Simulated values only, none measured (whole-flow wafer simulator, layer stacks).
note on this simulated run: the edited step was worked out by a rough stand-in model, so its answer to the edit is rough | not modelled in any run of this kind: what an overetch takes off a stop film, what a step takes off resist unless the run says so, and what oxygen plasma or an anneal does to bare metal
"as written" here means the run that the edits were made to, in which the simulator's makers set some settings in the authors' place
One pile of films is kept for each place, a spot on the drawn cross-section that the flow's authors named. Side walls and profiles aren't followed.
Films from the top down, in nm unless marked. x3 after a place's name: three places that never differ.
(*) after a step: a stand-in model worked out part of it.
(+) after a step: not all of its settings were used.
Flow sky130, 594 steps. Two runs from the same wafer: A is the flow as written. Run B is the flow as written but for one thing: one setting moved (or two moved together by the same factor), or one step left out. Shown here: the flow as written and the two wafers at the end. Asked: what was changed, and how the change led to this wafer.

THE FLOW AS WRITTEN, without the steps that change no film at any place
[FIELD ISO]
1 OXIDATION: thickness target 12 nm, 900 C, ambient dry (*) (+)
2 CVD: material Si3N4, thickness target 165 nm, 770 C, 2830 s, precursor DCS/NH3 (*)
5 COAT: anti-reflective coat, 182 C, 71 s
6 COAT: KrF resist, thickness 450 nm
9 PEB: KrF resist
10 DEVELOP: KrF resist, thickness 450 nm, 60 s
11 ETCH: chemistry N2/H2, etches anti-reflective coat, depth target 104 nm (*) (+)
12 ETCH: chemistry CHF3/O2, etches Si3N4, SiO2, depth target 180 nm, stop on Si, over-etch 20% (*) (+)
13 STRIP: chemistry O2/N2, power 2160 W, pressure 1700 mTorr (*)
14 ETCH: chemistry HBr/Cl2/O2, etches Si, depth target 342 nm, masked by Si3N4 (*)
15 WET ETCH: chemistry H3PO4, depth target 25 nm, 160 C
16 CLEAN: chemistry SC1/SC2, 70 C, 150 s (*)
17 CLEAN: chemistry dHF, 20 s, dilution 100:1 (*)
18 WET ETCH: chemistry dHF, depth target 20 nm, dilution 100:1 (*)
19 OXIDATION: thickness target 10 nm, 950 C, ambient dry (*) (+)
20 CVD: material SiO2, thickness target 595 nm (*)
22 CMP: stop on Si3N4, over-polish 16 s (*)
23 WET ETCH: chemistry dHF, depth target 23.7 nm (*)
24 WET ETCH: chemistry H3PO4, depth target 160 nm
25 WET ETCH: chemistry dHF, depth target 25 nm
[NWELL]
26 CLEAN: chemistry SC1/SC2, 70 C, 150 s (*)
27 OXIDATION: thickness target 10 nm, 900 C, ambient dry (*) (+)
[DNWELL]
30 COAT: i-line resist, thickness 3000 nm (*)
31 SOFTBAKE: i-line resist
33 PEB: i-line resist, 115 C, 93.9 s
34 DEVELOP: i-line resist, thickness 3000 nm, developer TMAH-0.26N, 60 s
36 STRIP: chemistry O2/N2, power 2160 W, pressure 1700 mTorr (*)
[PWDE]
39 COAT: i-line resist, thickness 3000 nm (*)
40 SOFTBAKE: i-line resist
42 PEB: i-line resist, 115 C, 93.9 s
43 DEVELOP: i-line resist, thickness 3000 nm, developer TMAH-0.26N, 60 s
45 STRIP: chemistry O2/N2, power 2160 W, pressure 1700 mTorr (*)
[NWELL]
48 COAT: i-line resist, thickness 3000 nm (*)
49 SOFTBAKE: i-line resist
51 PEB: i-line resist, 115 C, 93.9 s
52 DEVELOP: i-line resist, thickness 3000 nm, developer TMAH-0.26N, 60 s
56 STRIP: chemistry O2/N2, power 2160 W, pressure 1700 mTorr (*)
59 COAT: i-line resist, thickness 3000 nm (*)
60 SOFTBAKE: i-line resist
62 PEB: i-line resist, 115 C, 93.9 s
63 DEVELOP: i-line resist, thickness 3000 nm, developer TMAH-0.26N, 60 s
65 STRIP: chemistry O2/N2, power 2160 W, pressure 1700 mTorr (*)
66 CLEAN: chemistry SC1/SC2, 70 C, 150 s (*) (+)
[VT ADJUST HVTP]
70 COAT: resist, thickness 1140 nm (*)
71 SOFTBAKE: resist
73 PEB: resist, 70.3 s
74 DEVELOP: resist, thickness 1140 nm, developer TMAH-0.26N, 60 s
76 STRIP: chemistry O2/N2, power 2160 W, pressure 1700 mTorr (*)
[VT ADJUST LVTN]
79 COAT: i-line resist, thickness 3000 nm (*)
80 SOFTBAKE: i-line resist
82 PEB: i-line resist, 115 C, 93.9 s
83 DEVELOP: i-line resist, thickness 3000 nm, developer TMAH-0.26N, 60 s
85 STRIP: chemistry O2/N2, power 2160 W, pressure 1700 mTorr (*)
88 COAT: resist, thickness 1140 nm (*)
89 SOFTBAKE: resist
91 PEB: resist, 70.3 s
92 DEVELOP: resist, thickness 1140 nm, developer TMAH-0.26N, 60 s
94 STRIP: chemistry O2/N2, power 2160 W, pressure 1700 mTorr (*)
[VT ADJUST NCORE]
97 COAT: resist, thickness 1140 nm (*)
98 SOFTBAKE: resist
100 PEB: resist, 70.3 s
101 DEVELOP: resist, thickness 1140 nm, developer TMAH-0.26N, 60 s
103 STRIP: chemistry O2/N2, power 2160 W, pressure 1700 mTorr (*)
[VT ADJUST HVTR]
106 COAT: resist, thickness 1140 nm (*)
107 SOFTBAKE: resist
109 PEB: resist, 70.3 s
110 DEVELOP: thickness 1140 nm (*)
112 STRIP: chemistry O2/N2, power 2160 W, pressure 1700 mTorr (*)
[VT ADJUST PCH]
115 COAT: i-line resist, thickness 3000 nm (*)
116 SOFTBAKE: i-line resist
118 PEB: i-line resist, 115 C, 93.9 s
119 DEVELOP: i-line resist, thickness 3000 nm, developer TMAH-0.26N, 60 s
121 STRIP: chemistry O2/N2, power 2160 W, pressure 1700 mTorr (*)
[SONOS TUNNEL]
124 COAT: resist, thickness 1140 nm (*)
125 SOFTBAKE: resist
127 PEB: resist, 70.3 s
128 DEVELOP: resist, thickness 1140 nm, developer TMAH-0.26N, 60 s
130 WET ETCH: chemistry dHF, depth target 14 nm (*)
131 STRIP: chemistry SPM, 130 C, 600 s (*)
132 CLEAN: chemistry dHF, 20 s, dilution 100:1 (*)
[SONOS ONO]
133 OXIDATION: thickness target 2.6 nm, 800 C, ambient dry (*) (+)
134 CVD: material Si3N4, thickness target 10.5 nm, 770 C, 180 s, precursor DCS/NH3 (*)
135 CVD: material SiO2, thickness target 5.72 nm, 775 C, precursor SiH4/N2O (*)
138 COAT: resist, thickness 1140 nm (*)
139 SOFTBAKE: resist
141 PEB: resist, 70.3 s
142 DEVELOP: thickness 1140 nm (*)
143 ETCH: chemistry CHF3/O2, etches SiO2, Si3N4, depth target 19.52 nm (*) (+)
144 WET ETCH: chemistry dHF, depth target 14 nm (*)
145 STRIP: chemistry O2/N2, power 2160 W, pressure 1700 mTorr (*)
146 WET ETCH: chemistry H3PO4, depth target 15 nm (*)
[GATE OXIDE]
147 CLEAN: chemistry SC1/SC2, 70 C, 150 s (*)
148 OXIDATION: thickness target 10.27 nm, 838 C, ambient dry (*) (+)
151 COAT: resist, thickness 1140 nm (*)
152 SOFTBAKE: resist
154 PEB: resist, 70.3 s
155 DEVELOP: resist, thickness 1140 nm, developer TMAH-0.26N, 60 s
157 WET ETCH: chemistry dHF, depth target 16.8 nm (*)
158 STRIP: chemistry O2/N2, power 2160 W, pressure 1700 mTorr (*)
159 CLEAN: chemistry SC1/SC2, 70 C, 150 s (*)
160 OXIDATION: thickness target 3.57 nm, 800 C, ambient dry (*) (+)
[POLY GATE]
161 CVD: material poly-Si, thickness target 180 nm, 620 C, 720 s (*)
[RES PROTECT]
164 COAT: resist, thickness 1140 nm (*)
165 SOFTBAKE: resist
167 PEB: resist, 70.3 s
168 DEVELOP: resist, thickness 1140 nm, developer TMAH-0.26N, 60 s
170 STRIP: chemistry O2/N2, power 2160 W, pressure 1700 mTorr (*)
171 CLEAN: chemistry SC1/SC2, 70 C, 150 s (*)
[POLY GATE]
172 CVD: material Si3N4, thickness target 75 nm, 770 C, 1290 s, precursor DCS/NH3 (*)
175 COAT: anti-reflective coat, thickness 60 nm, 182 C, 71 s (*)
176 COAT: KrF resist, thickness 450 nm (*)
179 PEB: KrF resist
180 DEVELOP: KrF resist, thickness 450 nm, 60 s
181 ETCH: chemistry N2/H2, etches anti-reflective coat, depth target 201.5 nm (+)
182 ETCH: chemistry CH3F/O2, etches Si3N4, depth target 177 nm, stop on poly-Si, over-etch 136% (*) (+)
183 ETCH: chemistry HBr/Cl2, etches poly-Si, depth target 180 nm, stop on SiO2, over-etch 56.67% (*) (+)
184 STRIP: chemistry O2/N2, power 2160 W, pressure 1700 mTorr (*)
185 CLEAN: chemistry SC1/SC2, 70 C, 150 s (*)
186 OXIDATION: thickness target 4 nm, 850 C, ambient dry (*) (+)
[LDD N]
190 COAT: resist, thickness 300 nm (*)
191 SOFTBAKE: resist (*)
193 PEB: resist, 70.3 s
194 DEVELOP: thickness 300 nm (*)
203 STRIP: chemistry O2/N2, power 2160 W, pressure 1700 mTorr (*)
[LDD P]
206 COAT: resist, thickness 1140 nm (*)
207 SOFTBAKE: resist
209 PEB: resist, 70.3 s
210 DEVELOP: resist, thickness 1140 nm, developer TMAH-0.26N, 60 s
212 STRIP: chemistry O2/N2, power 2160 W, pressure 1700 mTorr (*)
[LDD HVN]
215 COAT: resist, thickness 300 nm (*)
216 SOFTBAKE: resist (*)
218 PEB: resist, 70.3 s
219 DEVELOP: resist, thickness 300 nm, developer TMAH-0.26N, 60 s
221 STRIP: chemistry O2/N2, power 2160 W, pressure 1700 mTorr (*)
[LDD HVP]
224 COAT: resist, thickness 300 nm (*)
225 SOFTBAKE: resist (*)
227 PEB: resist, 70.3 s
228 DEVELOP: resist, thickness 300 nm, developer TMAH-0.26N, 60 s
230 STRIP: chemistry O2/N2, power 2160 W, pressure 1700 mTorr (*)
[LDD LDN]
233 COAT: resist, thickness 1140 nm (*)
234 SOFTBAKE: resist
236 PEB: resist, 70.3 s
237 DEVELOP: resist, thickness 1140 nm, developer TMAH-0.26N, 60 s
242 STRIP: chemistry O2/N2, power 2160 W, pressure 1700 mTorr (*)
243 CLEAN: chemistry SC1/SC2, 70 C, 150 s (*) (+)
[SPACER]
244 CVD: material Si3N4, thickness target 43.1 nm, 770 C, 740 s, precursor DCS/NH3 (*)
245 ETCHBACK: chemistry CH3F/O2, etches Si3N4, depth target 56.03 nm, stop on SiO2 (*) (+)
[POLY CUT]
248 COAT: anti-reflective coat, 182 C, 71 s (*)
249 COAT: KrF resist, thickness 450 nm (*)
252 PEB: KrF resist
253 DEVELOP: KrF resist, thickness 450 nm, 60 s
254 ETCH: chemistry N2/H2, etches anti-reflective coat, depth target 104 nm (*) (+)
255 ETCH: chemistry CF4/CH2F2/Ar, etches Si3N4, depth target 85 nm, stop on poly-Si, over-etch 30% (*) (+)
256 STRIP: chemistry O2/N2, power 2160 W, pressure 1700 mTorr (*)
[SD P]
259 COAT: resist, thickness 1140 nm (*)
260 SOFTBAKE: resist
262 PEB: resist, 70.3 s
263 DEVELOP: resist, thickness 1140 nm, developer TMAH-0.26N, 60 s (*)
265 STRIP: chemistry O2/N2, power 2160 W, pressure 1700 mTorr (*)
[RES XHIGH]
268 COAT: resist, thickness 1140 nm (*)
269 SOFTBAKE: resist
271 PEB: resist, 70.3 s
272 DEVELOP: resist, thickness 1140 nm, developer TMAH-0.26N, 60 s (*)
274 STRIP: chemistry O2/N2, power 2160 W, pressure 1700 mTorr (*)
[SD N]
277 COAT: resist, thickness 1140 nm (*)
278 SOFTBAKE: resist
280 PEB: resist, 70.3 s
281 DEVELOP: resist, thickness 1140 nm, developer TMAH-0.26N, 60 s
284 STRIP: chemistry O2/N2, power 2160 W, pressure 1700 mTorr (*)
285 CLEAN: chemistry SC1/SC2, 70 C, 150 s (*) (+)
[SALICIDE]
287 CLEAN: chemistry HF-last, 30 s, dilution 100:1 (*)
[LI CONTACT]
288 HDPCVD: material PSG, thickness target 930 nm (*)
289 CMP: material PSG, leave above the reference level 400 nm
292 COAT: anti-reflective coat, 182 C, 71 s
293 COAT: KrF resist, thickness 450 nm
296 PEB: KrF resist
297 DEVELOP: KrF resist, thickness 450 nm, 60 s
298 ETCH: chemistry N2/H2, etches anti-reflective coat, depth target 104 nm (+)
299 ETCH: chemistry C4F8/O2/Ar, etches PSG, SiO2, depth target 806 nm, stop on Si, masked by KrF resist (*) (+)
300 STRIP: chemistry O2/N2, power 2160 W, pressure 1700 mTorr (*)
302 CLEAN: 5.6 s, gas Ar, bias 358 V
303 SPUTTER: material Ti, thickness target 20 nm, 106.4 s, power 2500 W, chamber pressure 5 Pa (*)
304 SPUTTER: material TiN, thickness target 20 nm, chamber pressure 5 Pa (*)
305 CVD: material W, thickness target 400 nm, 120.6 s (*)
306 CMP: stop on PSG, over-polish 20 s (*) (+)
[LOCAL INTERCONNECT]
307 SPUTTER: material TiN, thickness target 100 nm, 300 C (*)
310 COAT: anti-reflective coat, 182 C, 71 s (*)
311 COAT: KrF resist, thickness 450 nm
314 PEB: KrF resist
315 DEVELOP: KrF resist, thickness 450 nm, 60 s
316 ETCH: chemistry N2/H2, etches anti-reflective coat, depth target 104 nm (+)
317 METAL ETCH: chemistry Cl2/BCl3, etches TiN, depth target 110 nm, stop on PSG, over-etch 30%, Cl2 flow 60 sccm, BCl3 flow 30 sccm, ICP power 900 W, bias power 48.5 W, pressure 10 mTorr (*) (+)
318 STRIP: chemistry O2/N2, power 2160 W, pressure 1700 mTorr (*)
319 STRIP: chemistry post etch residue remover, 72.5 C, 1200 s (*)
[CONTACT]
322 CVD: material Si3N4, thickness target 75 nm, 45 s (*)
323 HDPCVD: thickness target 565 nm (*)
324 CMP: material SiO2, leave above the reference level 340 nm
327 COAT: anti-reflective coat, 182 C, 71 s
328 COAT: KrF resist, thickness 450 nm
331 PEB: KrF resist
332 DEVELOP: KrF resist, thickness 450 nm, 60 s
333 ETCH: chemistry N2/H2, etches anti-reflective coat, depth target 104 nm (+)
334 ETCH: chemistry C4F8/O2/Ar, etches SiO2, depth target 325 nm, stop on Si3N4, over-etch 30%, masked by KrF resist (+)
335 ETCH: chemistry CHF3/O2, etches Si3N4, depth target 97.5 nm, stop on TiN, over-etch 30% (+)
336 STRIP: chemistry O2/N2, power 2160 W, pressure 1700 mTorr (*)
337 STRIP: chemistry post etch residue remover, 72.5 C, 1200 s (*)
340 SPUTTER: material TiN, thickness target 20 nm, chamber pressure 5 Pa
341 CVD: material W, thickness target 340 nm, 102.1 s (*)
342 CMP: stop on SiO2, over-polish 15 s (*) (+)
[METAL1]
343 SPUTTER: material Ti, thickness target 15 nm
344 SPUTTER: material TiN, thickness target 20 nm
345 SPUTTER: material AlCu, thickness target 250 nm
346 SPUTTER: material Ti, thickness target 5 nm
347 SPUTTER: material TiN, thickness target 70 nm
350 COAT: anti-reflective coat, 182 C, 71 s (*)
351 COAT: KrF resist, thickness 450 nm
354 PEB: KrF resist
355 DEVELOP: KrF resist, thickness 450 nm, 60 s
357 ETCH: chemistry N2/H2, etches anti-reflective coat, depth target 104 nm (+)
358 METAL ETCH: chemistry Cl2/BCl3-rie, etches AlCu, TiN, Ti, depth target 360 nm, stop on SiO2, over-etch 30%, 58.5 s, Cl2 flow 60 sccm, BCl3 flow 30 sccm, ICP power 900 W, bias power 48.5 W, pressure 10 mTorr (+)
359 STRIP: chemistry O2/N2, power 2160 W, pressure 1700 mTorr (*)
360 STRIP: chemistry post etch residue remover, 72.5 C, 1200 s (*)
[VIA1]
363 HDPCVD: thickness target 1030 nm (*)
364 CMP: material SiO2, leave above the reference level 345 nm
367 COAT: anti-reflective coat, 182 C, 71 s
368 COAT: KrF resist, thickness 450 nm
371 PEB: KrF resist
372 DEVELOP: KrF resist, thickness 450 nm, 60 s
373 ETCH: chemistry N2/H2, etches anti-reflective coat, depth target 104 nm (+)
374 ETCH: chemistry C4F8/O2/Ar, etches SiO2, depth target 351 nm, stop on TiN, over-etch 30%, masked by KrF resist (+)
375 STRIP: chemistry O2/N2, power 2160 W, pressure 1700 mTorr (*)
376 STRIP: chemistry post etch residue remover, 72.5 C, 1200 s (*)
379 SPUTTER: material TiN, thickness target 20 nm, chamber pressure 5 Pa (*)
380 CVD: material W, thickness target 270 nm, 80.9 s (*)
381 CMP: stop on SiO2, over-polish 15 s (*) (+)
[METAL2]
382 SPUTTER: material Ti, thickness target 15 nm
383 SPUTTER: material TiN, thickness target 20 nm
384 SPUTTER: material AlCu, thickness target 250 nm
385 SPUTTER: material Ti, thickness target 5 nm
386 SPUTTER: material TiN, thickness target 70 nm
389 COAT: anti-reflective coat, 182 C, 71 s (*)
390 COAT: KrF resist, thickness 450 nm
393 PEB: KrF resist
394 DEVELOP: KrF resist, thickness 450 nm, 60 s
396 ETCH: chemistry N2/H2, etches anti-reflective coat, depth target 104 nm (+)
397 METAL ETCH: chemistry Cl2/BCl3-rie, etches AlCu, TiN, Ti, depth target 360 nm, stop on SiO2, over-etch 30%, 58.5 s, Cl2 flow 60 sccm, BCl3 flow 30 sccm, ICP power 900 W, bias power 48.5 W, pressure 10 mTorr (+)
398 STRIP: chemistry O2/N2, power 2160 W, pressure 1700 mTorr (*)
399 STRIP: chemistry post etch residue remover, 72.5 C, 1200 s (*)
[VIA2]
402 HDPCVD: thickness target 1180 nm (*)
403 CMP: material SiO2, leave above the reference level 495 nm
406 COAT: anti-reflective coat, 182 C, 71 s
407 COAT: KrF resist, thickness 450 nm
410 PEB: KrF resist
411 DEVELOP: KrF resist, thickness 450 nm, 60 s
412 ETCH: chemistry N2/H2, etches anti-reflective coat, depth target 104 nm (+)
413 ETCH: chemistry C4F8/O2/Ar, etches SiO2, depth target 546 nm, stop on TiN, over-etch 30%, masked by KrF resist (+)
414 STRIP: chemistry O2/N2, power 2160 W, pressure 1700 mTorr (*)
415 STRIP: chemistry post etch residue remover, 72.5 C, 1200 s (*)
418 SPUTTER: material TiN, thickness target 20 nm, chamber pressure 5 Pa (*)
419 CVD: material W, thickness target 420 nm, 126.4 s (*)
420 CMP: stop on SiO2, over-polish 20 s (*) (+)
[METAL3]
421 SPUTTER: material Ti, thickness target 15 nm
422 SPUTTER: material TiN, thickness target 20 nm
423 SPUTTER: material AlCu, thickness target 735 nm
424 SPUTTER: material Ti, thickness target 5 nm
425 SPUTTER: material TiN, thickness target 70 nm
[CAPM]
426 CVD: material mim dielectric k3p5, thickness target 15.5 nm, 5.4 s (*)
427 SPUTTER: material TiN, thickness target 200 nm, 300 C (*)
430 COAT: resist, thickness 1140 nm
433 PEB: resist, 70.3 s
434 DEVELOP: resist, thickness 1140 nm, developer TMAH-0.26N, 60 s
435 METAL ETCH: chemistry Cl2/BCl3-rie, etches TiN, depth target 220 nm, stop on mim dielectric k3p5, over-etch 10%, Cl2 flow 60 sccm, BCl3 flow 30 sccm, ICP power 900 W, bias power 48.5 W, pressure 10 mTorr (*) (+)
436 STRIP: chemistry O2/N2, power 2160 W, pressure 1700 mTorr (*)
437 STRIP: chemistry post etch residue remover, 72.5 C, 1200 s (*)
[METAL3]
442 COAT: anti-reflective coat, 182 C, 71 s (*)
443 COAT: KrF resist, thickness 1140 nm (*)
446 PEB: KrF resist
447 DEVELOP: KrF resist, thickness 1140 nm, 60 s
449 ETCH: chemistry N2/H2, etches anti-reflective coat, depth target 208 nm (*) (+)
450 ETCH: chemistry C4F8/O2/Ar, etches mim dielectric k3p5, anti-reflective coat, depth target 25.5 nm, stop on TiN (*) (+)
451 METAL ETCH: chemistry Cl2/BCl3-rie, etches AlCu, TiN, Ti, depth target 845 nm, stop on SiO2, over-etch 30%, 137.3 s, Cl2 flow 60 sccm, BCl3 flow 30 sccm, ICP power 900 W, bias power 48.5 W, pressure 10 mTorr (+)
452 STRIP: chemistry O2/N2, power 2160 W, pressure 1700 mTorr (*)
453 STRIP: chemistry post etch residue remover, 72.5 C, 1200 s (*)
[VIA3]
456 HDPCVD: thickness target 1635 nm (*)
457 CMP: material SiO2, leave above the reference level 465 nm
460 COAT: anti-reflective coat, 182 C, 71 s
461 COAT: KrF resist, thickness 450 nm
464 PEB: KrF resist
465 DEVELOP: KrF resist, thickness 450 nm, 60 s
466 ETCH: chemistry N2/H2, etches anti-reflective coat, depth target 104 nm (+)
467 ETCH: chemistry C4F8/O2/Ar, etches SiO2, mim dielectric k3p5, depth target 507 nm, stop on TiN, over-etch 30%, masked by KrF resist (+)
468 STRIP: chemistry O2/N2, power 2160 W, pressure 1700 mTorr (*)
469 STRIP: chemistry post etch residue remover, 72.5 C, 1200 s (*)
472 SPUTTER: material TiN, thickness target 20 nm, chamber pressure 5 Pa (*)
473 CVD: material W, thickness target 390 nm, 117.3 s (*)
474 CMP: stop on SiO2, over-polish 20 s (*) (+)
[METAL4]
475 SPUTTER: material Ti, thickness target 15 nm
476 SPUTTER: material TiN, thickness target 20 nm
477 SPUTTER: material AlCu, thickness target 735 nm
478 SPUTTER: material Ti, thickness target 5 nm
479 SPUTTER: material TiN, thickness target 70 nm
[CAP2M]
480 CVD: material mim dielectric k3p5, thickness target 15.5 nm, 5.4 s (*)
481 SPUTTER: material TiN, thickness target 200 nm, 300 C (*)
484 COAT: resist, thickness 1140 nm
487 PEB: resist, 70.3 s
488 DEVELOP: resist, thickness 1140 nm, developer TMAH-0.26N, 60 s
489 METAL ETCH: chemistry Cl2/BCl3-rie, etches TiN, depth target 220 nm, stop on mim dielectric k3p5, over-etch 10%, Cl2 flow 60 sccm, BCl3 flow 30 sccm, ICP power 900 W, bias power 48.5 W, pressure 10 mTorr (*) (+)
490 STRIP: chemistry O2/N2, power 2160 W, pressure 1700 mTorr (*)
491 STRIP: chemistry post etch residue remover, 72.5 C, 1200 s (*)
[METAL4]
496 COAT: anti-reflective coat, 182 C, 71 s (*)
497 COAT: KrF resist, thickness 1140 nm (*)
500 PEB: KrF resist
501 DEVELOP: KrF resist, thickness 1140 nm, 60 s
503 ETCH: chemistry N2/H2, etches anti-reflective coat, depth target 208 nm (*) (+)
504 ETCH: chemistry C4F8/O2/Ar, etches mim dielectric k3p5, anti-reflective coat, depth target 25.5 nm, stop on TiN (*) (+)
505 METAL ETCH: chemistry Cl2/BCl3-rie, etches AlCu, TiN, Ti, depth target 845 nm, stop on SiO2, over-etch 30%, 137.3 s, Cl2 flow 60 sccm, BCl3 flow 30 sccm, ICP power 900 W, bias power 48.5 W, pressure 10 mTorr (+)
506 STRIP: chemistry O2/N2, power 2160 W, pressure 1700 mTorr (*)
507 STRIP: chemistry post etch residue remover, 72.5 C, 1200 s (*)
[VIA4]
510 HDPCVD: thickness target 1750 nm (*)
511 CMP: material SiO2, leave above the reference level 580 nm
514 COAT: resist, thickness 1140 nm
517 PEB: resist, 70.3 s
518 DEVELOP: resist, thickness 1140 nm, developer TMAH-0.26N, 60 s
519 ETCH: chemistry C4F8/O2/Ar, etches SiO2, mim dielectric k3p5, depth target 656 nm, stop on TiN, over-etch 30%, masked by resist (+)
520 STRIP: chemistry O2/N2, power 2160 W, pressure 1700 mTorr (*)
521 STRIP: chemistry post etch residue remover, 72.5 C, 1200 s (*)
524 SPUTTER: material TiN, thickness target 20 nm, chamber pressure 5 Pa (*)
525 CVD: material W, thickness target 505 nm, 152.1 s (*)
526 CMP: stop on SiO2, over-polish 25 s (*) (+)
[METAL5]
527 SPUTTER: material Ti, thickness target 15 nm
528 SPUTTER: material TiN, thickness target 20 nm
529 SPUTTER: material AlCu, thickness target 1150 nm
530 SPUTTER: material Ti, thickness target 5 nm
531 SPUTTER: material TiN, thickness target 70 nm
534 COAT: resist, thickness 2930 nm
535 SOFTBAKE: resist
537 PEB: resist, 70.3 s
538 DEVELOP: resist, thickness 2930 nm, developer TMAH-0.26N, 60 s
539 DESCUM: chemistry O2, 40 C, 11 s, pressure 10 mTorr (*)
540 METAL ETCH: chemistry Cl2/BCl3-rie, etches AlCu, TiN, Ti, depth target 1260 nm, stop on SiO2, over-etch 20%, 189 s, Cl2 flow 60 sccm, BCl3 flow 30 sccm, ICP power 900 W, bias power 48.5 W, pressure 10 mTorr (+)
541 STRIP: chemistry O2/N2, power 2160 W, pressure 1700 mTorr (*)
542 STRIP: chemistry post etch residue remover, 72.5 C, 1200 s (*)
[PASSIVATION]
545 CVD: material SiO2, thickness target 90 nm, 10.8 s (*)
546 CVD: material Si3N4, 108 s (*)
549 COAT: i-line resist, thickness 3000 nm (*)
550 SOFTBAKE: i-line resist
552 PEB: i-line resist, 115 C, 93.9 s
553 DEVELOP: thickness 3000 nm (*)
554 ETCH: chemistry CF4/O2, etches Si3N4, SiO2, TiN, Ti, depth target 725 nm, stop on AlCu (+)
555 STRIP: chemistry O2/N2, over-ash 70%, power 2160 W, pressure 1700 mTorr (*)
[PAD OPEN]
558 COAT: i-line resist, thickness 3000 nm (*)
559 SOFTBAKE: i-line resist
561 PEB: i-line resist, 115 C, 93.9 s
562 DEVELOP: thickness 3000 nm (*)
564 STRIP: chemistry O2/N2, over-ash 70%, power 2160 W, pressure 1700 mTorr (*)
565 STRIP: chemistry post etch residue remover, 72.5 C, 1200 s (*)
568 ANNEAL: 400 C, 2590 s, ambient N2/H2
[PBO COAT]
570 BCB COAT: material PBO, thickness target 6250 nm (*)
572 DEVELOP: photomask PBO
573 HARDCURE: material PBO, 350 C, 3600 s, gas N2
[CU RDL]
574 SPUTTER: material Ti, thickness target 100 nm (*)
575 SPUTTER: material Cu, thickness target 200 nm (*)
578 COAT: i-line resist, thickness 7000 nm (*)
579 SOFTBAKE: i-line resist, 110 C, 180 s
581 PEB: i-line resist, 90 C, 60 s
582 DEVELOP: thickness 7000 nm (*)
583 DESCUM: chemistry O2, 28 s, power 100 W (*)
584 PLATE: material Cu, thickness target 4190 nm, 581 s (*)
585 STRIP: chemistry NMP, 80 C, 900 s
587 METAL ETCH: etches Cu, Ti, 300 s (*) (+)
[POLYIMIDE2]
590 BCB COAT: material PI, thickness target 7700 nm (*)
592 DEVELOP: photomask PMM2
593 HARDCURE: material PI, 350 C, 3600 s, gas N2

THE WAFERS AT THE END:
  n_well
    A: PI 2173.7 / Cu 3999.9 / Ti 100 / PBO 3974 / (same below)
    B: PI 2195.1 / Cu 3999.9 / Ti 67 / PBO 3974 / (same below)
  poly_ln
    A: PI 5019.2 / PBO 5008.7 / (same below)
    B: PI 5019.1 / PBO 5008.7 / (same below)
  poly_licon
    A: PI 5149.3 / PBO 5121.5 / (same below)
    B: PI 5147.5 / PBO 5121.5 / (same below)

The cause: step 574, SPUTTER: thickness target 67 nm was run, where the flow has thickness target 100 nm.
It can be read off the wafer: n_well has Ti 67, and step 574 as written asks for 100 nm.

How the change led to this, step by step:
  574 SPUTTER: material Ti, thickness target 100 nm (*)
      field, active, n_well and 190 more: A Ti +100 (new film) | B Ti +67 (new film)
  587 METAL ETCH: etches Cu, Ti, 300 s (*) (+)
      field, active, gate and 167 more: A Cu -200 (all of it), Ti -100 (all of it) | B Cu -200 (all of it), Ti -67 (all of it)
  590 BCB COAT: material PI, thickness target 7700 nm (*)
      de16_gate_nw: A PI +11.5 um (new film) | B PI +11.47 um (new film)
